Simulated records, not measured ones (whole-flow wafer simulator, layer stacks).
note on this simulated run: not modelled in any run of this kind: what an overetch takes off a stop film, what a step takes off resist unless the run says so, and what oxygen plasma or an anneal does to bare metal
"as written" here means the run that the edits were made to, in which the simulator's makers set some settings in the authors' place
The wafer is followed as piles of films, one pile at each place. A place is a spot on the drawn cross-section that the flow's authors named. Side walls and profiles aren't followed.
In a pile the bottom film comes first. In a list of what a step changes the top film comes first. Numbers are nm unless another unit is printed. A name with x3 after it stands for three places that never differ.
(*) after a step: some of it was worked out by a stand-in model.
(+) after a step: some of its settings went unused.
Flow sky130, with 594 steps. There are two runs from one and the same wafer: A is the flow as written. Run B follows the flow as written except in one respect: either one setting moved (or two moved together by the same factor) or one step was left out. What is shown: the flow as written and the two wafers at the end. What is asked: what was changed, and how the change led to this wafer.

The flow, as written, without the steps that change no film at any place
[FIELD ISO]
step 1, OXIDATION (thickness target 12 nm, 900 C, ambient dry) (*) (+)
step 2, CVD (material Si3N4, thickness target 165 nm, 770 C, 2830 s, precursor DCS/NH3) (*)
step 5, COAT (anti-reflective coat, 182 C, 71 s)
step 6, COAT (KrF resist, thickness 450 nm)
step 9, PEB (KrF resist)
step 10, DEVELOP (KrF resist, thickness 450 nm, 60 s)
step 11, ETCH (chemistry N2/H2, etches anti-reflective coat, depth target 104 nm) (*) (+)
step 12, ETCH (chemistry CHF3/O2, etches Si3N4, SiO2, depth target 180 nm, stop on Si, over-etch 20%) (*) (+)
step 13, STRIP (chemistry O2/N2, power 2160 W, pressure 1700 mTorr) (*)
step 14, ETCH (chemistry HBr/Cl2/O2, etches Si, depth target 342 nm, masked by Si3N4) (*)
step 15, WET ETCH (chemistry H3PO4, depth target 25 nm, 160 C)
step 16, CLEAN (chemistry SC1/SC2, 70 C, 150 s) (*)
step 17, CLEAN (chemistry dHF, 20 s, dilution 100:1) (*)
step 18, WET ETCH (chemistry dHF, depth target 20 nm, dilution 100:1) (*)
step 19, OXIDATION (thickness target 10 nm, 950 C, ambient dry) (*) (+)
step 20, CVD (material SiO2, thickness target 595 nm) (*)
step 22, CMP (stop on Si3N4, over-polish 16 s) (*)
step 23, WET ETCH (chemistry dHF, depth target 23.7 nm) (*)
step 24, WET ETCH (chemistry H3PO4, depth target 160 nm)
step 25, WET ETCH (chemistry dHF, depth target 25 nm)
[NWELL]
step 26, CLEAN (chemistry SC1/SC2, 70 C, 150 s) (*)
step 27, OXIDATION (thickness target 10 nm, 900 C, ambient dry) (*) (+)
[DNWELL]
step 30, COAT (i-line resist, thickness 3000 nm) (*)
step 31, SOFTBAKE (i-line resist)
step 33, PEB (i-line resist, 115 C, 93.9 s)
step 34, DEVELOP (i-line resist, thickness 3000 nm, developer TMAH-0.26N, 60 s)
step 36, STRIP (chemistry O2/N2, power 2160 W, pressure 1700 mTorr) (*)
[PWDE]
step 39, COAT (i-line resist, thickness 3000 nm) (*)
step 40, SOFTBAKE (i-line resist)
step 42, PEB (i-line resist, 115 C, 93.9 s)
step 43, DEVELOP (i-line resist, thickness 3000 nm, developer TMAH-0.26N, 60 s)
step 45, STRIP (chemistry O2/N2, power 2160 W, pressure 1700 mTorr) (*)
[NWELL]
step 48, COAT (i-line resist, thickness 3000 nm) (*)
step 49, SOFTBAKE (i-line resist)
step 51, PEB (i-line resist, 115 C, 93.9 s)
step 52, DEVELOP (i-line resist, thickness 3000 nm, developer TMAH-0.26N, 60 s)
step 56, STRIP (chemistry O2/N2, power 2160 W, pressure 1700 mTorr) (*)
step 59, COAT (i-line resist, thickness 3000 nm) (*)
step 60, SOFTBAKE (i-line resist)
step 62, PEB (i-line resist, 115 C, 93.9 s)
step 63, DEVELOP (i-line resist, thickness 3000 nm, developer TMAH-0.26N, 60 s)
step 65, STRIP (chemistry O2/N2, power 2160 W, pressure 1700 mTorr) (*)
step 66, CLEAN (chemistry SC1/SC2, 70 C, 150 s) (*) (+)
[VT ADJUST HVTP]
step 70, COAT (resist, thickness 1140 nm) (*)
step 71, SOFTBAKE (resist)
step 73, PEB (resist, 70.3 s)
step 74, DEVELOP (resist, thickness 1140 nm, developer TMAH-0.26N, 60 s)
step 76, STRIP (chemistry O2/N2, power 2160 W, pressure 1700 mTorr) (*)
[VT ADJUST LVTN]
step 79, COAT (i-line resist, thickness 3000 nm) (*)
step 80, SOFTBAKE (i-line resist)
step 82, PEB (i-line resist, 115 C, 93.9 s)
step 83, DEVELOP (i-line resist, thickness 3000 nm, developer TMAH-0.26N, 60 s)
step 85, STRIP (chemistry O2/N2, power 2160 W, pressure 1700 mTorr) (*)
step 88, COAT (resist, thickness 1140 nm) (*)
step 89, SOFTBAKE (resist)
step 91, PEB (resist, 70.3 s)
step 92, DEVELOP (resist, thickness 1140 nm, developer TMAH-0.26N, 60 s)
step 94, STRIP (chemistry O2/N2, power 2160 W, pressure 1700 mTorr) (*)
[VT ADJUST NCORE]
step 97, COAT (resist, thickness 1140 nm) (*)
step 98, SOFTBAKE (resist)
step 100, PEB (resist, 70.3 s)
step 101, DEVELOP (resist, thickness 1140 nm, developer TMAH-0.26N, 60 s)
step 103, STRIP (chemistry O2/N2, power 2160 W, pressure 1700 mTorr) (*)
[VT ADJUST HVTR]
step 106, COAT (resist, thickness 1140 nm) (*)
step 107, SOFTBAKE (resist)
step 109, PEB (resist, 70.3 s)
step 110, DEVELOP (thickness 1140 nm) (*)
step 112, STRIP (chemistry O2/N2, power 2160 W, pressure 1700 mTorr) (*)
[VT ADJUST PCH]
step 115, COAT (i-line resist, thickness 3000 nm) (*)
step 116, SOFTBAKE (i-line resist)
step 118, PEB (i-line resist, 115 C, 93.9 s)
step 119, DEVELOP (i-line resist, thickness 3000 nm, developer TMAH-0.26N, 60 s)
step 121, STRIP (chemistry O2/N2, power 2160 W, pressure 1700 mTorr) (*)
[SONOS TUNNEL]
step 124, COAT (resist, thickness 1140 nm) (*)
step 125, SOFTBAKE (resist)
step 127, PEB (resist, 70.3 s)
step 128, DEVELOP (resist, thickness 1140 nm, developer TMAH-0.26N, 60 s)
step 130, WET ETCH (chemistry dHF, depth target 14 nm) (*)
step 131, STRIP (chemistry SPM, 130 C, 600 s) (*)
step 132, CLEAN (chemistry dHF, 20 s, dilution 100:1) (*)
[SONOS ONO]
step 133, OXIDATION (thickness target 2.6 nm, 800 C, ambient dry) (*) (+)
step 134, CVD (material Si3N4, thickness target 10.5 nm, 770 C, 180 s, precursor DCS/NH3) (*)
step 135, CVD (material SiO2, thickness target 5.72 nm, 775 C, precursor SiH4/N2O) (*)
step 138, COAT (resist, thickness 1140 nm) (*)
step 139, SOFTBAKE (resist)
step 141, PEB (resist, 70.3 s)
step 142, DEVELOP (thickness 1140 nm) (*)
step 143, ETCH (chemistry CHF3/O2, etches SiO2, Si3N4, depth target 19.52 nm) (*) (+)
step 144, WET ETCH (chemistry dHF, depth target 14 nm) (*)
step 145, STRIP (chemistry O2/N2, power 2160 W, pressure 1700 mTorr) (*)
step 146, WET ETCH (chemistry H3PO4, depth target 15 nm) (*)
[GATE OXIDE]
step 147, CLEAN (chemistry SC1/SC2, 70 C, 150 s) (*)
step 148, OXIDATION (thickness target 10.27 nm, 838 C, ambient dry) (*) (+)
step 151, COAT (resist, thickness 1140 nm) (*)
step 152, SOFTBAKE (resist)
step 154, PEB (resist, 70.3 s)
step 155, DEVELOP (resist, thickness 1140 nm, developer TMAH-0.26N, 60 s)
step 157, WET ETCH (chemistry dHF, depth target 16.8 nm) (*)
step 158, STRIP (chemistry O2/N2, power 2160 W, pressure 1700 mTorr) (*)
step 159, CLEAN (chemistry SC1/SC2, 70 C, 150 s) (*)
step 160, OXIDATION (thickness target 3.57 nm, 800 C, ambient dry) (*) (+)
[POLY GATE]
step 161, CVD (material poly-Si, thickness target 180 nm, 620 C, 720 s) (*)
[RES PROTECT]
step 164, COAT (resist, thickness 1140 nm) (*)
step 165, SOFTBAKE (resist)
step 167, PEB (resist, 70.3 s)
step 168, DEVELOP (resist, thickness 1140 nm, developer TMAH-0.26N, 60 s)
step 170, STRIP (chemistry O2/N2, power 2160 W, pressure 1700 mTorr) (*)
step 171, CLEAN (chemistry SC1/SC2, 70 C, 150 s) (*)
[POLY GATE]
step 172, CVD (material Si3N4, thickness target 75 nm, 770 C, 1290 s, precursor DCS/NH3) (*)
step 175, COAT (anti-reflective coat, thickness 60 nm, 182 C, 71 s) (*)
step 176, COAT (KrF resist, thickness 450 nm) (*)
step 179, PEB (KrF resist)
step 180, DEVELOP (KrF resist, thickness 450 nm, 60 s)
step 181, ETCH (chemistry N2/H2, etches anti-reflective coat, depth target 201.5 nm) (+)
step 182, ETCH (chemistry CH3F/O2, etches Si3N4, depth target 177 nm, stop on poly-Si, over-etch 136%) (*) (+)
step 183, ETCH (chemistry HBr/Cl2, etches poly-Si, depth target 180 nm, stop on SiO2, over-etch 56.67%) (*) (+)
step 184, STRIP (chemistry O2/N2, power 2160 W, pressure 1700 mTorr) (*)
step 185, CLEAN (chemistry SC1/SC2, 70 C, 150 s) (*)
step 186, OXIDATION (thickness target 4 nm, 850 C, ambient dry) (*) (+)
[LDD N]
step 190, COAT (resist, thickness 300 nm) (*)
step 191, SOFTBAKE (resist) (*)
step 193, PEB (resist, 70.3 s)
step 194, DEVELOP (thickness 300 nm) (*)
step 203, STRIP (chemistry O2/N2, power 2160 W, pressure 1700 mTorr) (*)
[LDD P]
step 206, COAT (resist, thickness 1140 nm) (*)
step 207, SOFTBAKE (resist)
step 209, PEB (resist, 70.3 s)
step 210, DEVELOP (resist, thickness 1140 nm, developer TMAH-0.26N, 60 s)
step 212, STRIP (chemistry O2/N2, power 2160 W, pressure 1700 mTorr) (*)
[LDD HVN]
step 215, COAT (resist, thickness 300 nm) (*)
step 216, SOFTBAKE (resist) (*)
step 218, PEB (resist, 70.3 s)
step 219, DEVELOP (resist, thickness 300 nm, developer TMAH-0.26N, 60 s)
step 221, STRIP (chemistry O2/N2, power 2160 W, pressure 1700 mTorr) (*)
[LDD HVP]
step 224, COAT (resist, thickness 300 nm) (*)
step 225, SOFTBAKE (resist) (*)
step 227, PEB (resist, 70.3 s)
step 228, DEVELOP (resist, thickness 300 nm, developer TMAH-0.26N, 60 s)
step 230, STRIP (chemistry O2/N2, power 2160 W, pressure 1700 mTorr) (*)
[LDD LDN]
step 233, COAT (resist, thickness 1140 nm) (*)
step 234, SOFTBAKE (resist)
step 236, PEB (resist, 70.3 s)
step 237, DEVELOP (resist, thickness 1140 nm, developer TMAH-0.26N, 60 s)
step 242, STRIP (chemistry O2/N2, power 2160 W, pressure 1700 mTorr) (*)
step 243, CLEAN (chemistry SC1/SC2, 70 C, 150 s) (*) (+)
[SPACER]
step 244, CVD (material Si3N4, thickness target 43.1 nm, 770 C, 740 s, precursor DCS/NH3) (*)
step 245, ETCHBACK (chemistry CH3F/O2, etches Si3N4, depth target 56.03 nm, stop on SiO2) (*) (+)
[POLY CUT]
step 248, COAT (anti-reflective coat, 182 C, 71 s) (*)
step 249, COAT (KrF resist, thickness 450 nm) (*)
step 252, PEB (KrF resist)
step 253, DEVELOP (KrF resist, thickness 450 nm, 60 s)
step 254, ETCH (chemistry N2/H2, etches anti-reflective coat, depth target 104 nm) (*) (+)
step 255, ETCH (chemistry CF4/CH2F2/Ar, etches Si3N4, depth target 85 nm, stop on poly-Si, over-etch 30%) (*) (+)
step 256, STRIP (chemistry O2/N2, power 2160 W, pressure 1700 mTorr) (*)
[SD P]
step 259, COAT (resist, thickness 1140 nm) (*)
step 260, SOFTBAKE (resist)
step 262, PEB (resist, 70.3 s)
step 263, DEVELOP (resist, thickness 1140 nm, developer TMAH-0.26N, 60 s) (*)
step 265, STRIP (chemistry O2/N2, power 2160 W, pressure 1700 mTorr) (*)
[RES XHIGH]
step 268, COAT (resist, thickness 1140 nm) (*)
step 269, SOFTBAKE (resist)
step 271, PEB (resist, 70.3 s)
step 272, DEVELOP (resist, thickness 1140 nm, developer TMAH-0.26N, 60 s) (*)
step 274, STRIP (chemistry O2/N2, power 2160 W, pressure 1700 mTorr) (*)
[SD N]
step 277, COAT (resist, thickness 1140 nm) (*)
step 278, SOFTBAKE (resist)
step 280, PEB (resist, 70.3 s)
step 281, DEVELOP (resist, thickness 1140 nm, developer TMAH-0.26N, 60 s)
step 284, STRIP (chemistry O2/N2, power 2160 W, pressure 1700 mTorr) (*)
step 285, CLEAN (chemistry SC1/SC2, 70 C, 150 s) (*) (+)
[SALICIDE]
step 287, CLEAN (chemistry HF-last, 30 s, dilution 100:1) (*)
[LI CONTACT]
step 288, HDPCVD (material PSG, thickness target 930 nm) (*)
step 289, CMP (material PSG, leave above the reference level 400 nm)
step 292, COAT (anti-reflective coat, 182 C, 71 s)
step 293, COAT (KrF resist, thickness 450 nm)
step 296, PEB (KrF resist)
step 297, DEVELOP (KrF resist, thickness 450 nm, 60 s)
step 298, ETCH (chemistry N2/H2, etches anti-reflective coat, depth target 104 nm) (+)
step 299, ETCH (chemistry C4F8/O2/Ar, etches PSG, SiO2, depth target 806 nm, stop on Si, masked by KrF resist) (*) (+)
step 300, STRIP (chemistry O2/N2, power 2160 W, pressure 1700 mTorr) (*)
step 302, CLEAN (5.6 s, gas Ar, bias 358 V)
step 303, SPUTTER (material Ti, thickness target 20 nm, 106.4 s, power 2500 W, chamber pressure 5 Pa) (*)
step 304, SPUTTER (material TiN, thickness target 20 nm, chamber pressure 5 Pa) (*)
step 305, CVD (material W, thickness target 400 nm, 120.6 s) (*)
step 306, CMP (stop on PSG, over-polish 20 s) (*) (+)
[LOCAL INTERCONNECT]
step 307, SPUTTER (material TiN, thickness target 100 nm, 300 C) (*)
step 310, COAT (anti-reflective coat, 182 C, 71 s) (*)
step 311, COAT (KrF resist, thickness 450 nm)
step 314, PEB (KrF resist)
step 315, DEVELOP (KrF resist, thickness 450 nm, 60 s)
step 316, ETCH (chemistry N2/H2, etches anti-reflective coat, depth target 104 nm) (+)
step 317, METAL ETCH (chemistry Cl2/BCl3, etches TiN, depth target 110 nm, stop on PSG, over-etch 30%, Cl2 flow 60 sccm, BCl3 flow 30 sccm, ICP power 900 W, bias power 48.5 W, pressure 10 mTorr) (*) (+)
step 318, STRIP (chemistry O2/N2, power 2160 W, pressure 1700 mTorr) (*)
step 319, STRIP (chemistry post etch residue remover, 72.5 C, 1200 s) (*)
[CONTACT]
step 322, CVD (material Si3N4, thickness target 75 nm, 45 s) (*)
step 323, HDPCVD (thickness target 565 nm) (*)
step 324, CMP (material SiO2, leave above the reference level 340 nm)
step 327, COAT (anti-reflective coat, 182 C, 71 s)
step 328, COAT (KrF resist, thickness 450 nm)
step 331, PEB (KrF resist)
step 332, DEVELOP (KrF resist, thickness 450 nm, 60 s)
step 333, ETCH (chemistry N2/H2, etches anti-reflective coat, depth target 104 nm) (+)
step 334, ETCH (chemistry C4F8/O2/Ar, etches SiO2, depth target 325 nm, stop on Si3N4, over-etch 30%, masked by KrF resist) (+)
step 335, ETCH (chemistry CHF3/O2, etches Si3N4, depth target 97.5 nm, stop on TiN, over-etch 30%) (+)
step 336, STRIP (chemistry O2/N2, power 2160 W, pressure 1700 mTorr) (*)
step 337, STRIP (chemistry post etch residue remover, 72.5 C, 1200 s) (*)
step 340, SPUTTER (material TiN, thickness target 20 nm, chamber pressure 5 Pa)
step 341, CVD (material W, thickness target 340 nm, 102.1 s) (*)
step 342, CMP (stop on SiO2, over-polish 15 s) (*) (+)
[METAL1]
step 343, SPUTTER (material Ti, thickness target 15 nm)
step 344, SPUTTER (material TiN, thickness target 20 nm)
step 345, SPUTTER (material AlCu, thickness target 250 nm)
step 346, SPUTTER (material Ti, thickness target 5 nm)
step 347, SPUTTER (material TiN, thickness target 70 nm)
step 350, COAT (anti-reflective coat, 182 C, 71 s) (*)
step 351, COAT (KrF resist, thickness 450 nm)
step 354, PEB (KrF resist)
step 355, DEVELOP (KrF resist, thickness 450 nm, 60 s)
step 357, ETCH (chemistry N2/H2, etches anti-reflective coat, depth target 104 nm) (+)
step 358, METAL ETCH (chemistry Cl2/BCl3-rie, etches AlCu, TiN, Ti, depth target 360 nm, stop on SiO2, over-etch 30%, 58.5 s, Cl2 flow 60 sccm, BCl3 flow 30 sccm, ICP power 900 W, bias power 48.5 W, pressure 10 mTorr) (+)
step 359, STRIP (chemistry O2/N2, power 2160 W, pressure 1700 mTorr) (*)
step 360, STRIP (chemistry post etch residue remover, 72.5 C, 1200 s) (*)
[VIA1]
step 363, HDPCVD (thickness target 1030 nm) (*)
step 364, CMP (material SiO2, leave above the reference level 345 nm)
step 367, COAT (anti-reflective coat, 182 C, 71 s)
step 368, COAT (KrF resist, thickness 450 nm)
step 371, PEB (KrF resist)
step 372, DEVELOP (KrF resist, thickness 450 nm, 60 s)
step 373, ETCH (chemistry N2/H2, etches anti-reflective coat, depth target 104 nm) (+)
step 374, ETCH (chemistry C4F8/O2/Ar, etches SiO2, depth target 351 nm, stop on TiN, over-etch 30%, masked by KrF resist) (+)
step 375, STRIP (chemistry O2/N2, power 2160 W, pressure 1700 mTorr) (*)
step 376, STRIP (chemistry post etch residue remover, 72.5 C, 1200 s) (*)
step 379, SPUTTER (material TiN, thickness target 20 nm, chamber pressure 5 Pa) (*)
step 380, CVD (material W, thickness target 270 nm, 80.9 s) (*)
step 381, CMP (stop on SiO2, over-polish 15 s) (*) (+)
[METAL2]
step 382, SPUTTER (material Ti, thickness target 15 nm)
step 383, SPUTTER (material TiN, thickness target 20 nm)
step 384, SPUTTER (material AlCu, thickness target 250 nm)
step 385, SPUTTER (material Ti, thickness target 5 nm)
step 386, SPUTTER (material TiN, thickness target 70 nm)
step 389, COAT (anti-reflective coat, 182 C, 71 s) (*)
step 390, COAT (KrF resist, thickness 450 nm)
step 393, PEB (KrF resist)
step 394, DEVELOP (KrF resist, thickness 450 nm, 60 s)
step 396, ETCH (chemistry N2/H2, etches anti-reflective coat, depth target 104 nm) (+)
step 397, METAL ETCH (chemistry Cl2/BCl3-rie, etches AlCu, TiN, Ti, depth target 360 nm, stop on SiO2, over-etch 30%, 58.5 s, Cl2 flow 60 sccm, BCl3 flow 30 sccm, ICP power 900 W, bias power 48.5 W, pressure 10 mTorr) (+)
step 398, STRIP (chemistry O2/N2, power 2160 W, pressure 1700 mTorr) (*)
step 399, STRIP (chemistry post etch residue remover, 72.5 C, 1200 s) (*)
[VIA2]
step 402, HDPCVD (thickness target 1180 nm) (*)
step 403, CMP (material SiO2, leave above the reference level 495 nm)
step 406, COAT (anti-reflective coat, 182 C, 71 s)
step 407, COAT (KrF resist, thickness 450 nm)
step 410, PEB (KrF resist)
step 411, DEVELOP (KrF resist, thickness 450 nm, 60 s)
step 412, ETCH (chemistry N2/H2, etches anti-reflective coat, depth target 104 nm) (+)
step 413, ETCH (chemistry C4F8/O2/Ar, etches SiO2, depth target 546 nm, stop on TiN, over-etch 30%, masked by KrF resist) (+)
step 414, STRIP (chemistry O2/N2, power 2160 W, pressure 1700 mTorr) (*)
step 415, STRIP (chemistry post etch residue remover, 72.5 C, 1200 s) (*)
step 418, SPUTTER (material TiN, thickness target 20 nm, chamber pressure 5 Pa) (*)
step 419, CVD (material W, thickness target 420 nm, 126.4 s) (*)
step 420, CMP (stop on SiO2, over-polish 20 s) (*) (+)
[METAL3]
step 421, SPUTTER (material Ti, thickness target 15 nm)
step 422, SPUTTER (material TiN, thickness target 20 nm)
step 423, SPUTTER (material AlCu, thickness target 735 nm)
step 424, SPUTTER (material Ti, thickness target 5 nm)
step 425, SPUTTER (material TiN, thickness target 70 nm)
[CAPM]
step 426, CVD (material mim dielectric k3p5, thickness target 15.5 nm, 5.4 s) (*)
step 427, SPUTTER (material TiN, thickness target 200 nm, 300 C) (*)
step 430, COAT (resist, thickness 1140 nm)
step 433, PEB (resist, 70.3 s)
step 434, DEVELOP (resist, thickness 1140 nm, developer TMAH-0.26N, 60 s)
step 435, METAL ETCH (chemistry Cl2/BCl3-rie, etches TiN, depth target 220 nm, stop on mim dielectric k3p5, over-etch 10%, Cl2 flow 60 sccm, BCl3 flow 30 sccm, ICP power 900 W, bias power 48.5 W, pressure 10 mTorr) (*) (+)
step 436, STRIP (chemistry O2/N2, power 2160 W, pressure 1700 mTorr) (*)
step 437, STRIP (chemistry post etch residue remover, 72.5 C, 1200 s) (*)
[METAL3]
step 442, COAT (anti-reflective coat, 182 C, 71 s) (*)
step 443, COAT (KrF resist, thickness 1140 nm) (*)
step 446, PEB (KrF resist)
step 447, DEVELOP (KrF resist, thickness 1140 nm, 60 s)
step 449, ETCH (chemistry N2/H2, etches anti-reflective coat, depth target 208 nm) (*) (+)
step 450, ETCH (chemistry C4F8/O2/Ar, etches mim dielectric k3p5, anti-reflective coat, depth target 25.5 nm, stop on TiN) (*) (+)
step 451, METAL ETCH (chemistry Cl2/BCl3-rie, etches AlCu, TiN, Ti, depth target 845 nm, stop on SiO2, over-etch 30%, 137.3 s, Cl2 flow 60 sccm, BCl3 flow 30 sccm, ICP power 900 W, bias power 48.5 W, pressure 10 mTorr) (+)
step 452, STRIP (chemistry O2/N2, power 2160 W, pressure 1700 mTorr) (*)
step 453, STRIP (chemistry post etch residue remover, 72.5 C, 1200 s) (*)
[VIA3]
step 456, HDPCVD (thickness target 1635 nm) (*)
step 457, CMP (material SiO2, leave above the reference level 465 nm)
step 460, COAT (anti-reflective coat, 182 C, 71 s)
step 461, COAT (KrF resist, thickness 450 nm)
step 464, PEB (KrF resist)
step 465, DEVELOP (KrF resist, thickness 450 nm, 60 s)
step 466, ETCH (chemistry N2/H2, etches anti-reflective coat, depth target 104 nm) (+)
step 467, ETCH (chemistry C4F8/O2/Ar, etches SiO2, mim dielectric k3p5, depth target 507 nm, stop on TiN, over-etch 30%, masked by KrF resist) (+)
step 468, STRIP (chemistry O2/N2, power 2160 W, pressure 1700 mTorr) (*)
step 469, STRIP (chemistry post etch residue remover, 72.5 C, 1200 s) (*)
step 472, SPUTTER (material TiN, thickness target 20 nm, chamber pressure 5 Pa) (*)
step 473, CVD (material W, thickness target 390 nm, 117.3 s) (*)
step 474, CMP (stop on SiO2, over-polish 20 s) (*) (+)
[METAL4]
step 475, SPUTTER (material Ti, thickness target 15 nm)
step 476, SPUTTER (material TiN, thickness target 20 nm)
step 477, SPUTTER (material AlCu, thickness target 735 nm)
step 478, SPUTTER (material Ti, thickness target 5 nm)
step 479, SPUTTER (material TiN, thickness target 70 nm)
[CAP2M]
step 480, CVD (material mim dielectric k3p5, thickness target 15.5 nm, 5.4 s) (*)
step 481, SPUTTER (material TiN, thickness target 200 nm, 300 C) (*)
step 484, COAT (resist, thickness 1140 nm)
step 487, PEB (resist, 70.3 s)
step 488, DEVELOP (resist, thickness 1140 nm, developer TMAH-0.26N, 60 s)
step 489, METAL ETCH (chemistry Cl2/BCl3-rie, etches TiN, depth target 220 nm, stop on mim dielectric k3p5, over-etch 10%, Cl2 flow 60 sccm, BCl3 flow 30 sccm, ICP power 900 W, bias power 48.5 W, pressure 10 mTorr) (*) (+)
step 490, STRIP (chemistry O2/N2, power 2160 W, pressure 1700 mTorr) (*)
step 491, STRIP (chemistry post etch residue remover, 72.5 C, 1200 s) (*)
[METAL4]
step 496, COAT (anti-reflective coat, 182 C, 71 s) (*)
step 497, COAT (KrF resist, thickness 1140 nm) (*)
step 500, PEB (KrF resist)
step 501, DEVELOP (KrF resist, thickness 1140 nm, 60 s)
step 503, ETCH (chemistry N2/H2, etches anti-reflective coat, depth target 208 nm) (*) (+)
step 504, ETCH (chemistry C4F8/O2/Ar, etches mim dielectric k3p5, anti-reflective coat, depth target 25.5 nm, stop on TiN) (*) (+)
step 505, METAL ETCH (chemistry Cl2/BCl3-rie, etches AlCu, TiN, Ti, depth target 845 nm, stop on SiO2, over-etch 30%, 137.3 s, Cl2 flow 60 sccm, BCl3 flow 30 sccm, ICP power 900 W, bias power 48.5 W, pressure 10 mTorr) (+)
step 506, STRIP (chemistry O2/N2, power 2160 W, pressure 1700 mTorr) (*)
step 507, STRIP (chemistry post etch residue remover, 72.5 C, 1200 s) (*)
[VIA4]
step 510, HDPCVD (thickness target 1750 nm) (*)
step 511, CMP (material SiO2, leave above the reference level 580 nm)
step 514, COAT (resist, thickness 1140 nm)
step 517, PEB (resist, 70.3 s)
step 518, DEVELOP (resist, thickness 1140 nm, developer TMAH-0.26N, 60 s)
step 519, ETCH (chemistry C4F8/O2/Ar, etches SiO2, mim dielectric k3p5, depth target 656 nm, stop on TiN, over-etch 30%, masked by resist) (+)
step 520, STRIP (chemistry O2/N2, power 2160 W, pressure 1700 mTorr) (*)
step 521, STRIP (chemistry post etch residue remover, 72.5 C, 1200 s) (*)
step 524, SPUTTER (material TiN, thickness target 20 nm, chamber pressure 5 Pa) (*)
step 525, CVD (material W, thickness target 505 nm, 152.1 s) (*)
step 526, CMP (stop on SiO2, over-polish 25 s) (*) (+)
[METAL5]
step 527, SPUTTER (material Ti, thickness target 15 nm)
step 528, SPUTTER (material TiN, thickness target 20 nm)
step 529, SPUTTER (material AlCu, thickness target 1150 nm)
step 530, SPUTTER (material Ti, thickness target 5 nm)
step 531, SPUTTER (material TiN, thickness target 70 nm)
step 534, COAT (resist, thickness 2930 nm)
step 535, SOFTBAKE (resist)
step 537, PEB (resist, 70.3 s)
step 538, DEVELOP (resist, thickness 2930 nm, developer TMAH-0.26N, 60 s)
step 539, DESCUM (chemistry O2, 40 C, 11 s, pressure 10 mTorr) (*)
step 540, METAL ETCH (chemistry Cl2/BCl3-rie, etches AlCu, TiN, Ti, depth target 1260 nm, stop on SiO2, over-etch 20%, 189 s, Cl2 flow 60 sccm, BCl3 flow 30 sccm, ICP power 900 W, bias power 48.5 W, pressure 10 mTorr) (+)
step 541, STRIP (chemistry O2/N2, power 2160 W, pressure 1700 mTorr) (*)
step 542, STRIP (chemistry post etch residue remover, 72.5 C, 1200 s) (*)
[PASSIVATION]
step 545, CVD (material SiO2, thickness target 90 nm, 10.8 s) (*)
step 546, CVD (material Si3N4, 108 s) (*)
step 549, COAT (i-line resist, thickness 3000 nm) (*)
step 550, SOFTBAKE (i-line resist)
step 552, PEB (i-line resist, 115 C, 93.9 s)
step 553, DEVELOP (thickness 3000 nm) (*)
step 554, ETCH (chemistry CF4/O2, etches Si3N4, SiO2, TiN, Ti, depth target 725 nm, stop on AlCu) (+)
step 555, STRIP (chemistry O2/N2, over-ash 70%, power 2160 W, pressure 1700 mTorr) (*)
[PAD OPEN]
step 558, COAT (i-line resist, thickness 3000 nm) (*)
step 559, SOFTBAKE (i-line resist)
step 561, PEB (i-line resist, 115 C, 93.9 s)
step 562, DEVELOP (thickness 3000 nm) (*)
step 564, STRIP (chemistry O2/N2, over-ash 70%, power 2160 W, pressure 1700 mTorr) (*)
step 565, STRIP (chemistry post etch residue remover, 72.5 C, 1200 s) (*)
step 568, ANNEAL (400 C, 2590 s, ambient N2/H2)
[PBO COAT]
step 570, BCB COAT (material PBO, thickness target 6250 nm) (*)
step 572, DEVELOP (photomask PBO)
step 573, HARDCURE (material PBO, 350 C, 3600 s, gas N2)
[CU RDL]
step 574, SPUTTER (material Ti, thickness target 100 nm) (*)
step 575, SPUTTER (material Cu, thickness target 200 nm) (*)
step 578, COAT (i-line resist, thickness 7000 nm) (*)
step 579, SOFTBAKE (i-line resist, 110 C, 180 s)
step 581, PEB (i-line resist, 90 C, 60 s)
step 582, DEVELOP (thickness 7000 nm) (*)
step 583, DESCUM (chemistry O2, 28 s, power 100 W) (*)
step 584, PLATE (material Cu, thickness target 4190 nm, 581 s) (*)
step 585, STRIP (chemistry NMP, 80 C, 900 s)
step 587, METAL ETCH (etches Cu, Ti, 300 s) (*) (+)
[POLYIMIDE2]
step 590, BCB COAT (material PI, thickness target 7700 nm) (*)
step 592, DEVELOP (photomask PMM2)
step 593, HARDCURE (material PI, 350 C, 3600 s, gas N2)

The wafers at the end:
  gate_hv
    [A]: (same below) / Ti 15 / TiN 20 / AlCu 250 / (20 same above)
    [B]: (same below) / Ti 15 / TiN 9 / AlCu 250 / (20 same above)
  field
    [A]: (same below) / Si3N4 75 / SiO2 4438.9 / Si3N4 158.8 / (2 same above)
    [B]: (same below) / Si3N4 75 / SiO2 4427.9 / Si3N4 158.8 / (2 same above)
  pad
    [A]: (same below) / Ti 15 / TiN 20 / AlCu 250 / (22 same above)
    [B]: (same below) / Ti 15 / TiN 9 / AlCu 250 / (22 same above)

What caused this: step 383, SPUTTER: thickness target 9 nm was run, though the flow has thickness target 20 nm.
The wafer lets one read it off: gate_hv has TiN 9, and step 383 as written asks for 20 nm.

How this came from the change, step by step:
  step 383, SPUTTER (material TiN, thickness target 20 nm)
      field, active, n_well and 188 more: A +20 TiN (new film) | B +9 TiN (new film)
  step 397, METAL ETCH (chemistry Cl2/BCl3-rie, etches AlCu, TiN, Ti, depth target 360 nm, stop on SiO2, over-etch 30%, 58.5 s, Cl2 flow 60 sccm, BCl3 flow 30 sccm, ICP power 900 W, bias power 48.5 W, pressure 10 mTorr) (+)
      field, active, gate and 82 more: A -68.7 TiN (all of it), -5 Ti (all of it), -250 AlCu (all of it), -20 TiN (all of it), -15 Ti (all of it), -10.9 SiO2 | B -68.7 TiN (all of it), -5 Ti (all of it), -250 AlCu (all of it), -9 TiN (all of it), -15 Ti (all of it), -12 SiO2
  step 403, CMP (material SiO2, leave above the reference level 495 nm)
      field, active, gate and 82 more: A -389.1 SiO2 | B -399 SiO2
